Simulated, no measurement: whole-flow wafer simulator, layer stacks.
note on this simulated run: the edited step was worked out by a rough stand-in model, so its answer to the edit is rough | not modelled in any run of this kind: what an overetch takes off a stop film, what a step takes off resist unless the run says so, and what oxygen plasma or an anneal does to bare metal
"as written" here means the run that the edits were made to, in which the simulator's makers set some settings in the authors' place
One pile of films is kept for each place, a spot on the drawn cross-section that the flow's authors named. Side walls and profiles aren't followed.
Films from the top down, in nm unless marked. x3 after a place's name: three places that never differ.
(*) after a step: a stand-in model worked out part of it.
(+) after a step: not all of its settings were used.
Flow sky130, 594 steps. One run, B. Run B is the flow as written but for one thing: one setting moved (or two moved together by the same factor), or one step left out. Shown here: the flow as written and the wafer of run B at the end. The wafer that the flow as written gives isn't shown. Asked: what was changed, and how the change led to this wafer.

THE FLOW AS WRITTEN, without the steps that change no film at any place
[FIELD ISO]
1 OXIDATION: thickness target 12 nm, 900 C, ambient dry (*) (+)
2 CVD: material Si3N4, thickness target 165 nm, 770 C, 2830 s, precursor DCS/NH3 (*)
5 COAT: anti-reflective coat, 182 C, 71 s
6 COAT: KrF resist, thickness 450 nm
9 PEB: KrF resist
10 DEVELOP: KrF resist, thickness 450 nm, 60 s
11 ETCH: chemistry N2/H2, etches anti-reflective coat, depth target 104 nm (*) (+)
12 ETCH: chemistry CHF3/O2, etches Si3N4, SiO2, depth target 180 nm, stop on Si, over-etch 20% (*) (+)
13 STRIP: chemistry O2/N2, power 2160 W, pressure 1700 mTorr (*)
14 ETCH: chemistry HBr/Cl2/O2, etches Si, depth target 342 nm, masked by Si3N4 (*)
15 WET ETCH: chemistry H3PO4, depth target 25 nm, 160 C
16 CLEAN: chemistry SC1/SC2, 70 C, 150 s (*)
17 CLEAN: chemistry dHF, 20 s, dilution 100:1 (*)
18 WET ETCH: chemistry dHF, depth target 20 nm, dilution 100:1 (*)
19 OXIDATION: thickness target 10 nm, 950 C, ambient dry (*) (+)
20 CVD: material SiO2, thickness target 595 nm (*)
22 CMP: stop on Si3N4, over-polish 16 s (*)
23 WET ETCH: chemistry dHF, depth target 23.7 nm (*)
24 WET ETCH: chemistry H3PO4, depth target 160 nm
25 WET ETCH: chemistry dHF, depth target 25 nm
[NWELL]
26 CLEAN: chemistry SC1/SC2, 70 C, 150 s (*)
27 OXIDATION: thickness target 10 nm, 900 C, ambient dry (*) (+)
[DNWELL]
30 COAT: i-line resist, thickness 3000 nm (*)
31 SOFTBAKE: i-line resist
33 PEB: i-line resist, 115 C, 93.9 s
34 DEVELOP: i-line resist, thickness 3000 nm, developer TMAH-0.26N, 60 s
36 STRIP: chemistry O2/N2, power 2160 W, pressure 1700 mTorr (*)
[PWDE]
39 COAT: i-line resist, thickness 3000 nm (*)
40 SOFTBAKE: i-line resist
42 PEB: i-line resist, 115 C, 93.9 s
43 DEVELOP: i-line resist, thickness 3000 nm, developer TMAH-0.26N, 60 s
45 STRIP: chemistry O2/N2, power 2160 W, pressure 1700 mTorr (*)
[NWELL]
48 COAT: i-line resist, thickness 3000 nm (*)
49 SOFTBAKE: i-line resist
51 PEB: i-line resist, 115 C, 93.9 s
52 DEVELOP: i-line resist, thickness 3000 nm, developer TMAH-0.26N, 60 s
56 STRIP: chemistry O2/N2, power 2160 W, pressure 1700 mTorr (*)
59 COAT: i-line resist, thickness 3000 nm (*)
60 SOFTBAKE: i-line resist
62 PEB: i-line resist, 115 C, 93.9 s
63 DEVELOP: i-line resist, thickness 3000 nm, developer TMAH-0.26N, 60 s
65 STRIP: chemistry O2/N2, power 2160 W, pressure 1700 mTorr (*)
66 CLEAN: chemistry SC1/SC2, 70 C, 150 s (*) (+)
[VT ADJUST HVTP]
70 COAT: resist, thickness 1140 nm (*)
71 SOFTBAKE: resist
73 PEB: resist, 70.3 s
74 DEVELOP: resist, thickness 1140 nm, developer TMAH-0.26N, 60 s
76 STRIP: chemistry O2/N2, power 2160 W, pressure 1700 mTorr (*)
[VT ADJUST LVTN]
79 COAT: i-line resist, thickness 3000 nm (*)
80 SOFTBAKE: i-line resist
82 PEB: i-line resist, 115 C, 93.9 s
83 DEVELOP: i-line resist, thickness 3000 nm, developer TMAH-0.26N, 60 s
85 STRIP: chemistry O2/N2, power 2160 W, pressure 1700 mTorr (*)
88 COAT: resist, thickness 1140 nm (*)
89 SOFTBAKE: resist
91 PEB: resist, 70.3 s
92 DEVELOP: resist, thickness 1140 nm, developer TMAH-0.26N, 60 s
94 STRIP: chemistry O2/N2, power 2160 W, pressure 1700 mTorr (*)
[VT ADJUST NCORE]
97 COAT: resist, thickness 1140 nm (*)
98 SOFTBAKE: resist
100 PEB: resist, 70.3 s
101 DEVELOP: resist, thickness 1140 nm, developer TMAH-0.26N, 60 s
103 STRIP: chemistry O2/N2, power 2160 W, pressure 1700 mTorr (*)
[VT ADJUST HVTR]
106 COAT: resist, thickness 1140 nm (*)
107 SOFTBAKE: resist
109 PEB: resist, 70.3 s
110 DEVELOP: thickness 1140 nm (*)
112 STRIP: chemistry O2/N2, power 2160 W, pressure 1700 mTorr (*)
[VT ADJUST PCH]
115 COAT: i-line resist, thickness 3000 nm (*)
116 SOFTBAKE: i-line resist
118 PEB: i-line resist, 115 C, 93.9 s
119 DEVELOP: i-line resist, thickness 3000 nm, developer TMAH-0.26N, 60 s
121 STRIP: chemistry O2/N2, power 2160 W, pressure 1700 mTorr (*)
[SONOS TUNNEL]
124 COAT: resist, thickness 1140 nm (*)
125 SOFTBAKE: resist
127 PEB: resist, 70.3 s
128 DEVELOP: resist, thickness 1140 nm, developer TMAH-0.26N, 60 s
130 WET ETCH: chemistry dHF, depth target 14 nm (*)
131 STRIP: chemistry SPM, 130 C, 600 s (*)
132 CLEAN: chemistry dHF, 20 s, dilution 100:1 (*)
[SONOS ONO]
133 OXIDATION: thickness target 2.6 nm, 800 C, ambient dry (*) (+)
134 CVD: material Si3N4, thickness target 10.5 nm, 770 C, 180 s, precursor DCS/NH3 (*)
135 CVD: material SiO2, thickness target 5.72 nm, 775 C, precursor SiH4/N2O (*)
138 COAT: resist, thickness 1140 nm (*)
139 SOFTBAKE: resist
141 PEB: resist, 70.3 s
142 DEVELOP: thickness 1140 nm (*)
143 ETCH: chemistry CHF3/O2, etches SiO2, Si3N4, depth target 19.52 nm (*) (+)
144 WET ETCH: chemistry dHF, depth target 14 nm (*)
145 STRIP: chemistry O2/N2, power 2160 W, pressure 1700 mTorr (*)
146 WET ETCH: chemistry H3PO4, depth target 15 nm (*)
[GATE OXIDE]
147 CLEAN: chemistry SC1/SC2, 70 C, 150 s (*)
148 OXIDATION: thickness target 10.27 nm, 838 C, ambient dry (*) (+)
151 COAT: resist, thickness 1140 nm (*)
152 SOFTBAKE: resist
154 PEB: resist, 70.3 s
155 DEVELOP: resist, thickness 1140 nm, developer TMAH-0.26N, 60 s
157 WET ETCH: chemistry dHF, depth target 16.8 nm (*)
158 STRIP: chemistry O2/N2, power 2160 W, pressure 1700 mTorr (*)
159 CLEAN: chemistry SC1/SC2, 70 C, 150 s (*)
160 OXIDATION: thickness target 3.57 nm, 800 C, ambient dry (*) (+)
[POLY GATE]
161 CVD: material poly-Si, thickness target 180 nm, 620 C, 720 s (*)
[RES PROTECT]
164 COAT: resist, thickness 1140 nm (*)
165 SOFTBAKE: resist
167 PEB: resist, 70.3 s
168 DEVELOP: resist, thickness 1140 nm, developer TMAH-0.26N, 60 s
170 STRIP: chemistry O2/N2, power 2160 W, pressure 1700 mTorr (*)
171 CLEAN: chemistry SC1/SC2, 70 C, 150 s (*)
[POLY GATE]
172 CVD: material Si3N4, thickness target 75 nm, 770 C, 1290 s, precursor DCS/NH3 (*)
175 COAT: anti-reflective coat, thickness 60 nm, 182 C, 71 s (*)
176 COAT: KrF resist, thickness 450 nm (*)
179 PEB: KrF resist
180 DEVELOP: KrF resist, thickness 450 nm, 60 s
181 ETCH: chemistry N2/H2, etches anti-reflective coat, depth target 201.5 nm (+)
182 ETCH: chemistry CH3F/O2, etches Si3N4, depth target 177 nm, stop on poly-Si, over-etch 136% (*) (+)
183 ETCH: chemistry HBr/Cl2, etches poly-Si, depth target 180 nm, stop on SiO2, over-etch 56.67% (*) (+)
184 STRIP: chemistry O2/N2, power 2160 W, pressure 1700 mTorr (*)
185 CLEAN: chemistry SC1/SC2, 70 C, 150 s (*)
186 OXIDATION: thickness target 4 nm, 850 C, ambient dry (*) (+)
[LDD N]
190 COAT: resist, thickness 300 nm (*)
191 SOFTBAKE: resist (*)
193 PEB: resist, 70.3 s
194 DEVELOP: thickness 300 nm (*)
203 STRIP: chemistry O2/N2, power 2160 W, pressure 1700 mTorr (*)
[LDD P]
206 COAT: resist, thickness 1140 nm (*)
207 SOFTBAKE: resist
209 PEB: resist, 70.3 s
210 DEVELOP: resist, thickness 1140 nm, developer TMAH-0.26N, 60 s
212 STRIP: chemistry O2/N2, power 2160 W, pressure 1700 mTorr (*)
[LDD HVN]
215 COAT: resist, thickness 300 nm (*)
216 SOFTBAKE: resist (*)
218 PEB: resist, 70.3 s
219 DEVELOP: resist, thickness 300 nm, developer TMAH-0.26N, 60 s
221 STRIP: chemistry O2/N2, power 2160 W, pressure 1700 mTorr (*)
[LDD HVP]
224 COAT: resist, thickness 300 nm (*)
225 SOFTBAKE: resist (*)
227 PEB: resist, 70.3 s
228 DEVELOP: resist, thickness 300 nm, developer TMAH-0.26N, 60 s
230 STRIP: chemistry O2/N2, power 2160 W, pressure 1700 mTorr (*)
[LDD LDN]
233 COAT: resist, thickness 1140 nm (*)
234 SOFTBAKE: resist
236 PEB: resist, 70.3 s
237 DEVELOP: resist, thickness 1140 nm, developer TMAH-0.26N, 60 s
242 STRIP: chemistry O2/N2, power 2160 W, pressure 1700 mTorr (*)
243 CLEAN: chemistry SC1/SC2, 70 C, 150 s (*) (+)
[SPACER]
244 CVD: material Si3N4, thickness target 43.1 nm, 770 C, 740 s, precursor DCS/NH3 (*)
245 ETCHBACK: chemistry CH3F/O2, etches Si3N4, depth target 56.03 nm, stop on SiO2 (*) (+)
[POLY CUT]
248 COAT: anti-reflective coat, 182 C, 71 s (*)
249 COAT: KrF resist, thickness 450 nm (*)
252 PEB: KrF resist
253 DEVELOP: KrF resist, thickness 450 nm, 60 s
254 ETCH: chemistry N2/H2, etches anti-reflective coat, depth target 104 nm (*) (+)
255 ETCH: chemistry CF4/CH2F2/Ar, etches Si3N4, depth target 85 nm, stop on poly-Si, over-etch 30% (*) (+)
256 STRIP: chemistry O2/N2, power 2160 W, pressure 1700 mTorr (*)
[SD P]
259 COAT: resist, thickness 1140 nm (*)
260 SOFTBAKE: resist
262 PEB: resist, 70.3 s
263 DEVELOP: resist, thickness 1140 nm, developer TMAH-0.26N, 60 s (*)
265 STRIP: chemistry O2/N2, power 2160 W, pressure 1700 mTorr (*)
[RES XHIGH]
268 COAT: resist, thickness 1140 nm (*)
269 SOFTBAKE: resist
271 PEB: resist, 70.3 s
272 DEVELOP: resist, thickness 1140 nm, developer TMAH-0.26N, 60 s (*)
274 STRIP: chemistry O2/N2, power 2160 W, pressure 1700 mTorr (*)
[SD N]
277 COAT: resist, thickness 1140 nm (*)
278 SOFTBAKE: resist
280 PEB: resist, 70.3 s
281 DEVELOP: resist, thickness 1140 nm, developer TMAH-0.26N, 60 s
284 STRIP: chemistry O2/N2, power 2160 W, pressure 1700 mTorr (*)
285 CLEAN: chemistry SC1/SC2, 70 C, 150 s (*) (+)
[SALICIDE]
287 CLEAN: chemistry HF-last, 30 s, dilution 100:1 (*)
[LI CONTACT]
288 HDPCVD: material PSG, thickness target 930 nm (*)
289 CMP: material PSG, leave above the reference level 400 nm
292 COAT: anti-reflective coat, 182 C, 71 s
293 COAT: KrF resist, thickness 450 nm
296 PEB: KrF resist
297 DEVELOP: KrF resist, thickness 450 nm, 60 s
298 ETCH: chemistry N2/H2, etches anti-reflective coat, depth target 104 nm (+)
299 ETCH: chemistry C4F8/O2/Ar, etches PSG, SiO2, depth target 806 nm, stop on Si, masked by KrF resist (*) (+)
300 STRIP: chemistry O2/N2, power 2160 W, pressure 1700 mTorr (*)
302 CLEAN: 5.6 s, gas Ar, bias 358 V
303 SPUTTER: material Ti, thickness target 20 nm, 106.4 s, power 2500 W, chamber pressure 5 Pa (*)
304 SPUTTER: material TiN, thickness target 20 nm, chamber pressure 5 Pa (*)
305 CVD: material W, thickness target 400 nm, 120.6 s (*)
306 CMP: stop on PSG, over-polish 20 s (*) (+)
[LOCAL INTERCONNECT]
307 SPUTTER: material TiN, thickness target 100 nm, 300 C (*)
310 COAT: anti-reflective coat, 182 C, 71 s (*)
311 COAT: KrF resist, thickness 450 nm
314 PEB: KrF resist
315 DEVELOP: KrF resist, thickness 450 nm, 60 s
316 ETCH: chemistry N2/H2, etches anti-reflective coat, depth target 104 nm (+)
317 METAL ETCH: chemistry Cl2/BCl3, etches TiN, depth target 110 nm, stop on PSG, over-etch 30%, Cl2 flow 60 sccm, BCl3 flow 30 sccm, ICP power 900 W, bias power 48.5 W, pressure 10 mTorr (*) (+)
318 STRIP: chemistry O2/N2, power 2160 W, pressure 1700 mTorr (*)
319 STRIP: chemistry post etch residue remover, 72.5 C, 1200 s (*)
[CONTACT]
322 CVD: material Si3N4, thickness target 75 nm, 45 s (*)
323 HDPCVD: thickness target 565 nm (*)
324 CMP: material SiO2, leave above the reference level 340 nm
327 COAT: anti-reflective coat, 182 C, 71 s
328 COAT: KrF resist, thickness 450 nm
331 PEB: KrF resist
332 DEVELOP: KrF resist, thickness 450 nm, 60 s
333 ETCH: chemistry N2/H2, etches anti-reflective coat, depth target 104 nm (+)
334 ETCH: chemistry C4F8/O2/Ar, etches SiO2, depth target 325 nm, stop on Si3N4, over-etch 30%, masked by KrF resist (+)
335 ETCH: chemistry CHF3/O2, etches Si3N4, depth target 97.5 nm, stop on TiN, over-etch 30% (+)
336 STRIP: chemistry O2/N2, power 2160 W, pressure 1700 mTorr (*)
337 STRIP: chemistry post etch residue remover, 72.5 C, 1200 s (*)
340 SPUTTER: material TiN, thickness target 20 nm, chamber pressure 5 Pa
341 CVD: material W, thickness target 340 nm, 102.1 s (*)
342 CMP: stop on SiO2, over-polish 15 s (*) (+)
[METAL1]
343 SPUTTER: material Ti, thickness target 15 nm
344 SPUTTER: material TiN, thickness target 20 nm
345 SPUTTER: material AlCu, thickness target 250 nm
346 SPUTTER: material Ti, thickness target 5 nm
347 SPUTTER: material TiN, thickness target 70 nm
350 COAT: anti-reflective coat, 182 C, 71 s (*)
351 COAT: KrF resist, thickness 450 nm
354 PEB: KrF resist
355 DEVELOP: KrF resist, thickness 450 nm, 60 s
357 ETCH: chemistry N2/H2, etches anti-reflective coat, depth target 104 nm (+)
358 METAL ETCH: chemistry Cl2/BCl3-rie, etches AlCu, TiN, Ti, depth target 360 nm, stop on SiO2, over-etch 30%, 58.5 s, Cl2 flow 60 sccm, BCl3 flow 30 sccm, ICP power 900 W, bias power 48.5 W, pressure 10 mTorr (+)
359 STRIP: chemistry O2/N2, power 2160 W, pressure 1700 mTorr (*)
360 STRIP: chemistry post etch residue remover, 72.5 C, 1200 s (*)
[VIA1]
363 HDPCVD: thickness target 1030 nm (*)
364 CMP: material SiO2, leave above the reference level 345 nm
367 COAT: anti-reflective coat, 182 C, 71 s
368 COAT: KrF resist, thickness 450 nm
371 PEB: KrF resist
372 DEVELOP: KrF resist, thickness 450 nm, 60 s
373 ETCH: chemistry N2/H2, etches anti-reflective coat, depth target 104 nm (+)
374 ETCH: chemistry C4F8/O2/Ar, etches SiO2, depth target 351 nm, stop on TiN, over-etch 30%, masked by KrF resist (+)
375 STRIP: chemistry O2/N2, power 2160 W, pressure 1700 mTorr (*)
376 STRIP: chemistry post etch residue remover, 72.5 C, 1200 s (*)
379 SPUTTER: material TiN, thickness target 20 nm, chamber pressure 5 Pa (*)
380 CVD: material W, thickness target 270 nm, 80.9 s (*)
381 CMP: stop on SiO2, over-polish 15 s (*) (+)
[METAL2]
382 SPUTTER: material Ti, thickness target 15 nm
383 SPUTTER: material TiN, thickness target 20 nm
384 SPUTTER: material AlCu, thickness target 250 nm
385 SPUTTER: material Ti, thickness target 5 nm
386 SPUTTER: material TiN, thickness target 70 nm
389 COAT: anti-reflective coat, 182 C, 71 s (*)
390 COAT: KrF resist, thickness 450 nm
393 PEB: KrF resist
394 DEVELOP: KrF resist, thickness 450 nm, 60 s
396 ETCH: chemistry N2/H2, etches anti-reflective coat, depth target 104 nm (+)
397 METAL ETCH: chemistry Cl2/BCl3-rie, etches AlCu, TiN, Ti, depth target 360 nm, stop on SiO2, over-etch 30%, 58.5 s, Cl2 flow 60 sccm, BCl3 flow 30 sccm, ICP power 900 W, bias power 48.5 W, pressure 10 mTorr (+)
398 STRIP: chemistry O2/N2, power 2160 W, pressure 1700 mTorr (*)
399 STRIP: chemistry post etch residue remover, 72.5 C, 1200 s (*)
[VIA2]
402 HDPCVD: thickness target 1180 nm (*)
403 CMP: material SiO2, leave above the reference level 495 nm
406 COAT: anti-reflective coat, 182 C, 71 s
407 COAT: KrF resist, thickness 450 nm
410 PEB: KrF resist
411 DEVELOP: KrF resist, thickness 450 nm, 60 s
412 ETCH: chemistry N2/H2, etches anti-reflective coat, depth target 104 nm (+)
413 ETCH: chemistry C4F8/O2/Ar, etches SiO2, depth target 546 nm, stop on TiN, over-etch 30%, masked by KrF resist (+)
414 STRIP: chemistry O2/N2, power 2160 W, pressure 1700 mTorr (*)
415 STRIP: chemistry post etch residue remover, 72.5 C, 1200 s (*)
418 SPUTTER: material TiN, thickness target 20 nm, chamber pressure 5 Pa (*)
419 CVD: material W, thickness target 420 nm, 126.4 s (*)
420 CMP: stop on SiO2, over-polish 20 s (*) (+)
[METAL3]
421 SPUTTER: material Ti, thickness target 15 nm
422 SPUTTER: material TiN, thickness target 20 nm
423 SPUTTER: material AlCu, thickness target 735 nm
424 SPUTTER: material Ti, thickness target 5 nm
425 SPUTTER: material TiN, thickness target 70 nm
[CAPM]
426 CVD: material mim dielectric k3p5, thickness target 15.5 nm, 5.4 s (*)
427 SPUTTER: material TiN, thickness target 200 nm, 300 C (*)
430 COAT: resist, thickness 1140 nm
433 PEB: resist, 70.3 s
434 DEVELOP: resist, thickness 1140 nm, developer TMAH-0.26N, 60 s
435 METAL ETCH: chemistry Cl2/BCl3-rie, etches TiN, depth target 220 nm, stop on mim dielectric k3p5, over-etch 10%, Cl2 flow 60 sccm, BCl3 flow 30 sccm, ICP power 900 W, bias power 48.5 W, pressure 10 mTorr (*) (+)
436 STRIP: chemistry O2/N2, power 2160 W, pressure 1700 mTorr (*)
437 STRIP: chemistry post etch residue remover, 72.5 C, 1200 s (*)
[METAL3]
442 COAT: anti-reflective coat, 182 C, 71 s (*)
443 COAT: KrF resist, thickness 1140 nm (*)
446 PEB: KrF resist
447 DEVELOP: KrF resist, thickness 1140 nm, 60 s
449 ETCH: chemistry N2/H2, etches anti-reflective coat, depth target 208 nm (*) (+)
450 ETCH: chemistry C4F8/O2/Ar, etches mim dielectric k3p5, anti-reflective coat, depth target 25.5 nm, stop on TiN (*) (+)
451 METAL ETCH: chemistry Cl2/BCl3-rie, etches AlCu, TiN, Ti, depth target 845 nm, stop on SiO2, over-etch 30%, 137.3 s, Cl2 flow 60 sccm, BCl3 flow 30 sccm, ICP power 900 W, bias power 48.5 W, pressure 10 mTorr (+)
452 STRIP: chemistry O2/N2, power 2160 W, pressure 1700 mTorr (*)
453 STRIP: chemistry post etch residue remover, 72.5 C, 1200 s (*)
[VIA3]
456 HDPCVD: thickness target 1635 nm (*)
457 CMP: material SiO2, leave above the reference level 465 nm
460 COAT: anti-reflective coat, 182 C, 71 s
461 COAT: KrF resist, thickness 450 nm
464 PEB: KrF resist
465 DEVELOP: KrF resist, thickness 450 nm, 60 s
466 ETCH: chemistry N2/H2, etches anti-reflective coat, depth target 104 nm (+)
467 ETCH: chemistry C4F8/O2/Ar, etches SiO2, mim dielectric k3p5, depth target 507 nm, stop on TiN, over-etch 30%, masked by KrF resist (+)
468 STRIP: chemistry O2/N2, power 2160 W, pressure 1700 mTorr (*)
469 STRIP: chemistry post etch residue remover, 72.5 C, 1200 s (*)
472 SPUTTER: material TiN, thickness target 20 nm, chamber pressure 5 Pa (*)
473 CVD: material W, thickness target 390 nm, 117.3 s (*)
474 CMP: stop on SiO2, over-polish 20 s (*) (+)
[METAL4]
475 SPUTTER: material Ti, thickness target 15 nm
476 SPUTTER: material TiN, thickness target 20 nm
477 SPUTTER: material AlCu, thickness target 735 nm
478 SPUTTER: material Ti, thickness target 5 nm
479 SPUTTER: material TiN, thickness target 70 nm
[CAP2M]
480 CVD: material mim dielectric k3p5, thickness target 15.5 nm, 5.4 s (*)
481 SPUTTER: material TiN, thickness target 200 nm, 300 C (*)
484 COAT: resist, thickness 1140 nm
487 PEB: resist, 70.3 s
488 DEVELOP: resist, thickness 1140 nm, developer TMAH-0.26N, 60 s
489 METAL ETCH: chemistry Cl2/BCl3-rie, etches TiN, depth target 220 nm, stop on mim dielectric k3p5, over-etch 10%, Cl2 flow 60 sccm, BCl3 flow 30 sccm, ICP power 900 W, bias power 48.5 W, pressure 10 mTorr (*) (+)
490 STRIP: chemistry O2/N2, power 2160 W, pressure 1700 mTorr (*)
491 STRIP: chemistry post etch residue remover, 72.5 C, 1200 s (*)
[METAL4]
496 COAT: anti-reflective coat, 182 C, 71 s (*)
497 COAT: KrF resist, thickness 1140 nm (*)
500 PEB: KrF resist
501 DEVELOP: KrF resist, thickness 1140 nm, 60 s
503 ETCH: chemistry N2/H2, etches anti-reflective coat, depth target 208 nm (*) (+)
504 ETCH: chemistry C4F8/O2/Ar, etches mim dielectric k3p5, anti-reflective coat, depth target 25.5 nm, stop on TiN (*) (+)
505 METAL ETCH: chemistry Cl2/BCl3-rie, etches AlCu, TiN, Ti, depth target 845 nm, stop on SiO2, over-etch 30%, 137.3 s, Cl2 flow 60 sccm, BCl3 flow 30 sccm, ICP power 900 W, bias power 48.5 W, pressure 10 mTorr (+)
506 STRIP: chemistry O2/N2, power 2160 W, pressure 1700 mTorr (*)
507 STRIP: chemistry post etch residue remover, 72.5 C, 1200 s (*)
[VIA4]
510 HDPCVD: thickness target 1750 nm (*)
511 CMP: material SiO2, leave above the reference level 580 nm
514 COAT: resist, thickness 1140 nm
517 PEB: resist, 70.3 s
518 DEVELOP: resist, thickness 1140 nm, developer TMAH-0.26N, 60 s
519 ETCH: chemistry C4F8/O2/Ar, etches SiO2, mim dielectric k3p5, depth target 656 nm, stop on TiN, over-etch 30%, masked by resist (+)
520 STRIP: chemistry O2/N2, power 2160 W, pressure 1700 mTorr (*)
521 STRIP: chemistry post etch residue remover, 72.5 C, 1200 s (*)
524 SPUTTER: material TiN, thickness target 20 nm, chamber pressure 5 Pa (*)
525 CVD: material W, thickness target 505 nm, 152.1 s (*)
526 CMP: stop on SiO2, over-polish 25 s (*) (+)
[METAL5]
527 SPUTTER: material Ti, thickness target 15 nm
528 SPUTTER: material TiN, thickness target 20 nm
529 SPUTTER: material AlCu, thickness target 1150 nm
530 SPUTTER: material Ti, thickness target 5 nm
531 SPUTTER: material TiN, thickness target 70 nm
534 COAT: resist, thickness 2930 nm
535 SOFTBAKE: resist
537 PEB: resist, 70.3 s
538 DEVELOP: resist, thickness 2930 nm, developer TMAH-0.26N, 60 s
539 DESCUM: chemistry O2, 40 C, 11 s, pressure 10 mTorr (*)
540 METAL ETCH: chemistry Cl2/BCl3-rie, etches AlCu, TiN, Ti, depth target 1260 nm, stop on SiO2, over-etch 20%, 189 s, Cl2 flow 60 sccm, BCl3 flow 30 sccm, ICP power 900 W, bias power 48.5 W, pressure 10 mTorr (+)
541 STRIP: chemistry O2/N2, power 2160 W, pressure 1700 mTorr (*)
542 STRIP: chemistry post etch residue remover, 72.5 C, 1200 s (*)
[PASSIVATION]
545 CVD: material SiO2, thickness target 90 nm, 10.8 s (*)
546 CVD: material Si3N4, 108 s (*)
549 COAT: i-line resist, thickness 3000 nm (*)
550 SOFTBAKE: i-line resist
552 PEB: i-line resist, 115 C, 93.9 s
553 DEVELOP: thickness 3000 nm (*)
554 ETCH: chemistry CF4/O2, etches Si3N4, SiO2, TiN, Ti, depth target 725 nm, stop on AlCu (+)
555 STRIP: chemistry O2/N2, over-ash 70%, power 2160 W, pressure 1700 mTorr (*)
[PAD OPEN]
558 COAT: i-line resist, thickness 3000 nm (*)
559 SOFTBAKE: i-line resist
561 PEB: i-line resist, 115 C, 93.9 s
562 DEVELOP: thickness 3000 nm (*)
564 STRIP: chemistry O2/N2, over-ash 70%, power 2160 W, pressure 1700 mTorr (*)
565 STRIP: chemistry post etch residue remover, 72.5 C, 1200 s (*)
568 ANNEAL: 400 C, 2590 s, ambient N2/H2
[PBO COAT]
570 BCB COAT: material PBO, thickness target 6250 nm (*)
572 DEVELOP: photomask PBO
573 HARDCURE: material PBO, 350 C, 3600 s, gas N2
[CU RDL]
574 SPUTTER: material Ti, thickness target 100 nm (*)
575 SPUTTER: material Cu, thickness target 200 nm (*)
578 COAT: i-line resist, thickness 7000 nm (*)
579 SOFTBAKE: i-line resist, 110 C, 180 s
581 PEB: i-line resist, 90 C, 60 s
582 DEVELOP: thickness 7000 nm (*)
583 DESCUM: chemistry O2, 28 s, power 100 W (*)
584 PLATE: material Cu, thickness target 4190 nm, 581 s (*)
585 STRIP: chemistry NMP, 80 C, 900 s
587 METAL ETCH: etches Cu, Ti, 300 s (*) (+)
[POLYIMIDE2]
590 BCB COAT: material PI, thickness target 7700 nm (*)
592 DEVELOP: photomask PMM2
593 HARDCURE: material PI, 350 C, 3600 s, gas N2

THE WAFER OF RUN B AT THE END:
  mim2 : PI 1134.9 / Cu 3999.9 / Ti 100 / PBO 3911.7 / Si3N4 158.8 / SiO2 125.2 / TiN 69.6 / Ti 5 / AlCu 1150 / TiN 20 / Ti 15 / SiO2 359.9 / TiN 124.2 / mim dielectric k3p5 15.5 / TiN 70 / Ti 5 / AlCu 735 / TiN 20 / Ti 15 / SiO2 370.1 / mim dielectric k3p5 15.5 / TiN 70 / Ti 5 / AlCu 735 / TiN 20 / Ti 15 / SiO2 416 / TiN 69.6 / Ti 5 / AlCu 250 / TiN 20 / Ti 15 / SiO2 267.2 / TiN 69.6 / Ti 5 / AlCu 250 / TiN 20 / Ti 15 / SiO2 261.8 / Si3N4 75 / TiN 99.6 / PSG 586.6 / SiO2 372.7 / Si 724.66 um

The cause: step 481, SPUTTER: thickness target 125 nm was run, where the flow has thickness target 200 nm.

How the change led to this, step by step:
  481 SPUTTER: material TiN, thickness target 200 nm, 300 C (*)
      field, active, n_well and 189 more: TiN +125 (new film) (as written it would be: TiN +200 (new film))
  489 METAL ETCH: chemistry Cl2/BCl3-rie, etches TiN, depth target 220 nm, stop on mim dielectric k3p5, over-etch 10%, Cl2 flow 60 sccm, BCl3 flow 30 sccm, ICP power 900 W, bias power 48.5 W, pressure 10 mTorr (*) (+)
      field, active, n_well and 188 more: TiN -125 (all of it) (as written it would be: TiN -200 (all of it))
      mim2: resist -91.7 (as written it would be: resist -146.7)
  490 STRIP: chemistry O2/N2, power 2160 W, pressure 1700 mTorr (*)
      mim2: resist -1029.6 (all of it) (as written it would be: resist -974.6 (all of it))
  496 COAT: anti-reflective coat, 182 C, 71 s (*)
      iso_guard__w2: anti-reflective coat +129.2 (new film) (as written it would be: anti-reflective coat +177.8 (new film))
      mim2: anti-reflective coat +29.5 (new film) (as written it would be: anti-reflective coat +40.3 (new film))
  497 COAT: KrF resist, thickness 1140 nm (*)
      iso_guard__w2: KrF resist +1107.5 (new film) (as written it would be: KrF resist +1074.8 (new film))
      mim2: KrF resist +1085.2 (new film) (as written it would be: KrF resist +1018.9 (new film))
  506 STRIP: chemistry O2/N2, power 2160 W, pressure 1700 mTorr (*)
      iso_guard__w2: KrF resist -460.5 (all of it), anti-reflective coat -129.2 (all of it) (as written it would be: KrF resist -427.9 (all of it), anti-reflective coat -177.8 (all of it))
      mim2: KrF resist -438.3 (all of it), anti-reflective coat -29.5 (all of it) (as written it would be: KrF resist -372.1 (all of it), anti-reflective coat -40.3 (all of it))
  511 CMP: material SiO2, leave above the reference level 580 nm
      mim2: SiO2 -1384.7 (as written it would be: SiO2 -1459.7)
